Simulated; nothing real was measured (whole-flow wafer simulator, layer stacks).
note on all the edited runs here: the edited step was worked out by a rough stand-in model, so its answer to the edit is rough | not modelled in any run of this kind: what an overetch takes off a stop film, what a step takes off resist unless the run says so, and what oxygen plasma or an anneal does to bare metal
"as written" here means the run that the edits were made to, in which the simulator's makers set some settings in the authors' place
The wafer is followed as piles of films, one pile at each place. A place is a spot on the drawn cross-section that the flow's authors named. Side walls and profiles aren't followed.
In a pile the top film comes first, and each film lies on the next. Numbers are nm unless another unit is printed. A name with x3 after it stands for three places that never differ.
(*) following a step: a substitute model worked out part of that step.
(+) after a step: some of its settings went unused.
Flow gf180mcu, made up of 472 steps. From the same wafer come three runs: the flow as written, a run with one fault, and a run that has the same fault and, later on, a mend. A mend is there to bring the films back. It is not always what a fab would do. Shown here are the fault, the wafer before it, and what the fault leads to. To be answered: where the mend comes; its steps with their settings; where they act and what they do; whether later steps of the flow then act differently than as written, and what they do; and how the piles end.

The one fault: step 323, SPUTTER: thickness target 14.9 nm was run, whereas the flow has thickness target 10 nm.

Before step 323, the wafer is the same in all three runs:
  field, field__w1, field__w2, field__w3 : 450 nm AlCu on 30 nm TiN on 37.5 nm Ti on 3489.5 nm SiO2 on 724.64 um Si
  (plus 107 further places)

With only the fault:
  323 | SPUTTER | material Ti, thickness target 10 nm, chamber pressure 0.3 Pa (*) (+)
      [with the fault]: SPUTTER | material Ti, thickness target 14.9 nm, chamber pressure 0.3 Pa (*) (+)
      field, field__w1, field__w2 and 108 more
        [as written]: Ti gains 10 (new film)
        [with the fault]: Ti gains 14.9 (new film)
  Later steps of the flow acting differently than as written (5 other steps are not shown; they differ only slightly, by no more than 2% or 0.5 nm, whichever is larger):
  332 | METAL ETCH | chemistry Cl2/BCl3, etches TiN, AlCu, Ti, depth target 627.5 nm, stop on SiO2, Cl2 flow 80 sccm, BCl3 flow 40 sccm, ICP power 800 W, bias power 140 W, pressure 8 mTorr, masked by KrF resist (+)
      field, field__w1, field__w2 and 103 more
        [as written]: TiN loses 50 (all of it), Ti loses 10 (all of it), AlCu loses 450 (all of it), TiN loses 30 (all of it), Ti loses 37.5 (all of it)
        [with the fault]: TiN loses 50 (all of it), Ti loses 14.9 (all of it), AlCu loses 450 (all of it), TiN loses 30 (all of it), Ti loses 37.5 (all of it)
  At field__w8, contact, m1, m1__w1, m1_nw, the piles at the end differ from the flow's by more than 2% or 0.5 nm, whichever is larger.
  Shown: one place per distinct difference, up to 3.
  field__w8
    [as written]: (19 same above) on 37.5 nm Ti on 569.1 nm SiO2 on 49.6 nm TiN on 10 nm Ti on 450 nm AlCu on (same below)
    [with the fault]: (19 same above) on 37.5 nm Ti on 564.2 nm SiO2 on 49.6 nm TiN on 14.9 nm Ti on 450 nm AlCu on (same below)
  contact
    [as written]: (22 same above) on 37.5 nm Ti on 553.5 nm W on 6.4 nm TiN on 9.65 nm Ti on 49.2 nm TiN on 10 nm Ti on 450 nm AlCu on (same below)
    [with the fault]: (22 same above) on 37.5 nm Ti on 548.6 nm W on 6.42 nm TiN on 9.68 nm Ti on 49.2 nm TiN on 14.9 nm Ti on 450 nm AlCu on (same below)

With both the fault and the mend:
  The mend stands after step 323.
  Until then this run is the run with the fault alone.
  323a | METAL ETCH | chemistry Cl2/BCl3, etches TiN, AlCu, Ti, depth target 4.9 nm, Cl2 flow 80 sccm, BCl3 flow 40 sccm, ICP power 800 W, bias power 140 W, pressure 8 mTorr (the flow's step 260 again, with other settings)
      field, field__w1, field__w2 and 108 more
        Ti loses 4.9
  Later steps of the flow that are run all act as written at every place that is followed.
  The piles end the same as the flow's at every place that both follow.
